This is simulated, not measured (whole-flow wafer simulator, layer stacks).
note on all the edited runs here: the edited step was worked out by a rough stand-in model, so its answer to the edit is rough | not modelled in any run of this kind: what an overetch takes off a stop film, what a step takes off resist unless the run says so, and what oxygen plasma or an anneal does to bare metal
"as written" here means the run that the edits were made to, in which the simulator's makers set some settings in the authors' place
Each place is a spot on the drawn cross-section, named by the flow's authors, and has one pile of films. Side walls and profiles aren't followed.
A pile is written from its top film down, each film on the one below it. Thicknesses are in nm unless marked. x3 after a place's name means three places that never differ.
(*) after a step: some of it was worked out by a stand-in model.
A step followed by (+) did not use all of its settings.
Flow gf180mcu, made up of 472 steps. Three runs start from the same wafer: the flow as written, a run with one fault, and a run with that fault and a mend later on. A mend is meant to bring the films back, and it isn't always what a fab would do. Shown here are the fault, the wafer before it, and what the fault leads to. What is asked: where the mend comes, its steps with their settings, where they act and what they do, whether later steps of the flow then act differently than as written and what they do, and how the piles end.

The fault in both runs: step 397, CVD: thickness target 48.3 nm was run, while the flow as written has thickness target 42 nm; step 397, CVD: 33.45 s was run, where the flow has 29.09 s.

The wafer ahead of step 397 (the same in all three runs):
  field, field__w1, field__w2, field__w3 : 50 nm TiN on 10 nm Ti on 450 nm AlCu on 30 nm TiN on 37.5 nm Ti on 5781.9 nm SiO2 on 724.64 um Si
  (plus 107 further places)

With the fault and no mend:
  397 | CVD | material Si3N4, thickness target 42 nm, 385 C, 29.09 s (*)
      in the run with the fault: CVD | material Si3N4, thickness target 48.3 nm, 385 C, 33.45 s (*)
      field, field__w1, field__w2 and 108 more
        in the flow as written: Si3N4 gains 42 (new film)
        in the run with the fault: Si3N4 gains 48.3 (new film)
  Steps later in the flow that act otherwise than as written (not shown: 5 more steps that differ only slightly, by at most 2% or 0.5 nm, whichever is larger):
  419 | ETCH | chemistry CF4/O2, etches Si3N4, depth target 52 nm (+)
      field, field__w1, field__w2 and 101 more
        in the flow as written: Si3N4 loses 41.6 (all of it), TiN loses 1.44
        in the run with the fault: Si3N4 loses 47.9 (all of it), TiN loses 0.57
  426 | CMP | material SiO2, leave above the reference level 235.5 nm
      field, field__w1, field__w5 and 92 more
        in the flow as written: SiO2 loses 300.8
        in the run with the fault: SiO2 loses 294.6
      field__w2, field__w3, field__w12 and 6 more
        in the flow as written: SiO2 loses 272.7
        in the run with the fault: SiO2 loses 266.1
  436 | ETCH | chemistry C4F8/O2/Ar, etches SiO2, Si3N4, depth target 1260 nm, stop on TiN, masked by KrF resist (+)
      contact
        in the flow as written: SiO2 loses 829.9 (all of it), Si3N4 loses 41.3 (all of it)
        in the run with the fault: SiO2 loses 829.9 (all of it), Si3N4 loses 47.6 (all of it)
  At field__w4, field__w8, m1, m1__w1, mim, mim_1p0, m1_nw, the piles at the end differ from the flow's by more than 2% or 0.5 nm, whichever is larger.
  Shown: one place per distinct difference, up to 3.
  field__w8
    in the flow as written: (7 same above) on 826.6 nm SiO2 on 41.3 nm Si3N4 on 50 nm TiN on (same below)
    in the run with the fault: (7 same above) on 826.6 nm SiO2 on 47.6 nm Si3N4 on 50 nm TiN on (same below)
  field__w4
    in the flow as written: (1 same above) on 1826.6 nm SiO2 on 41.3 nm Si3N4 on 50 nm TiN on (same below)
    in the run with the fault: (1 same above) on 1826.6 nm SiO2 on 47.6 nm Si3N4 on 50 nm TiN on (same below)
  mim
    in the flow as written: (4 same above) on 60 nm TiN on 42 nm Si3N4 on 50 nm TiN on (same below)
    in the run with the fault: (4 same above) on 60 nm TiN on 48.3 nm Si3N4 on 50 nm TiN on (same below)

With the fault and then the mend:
  After step 397 comes the mend.
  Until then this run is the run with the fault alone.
  397a | WET ETCH | chemistry H3PO4, depth target 6.3 nm, 160 C (the flow's step 14, run once more with other settings)
      field, field__w1, field__w2 and 108 more
        Si3N4 loses 6.3
  Every later step of the flow that is run acts as written, at every place that is followed, to within 2% or 0.5 nm, whichever is larger.
  At the end the piles are close to the flow's at the places that both follow, differing by at most 2% or 0.5 nm, whichever is larger.
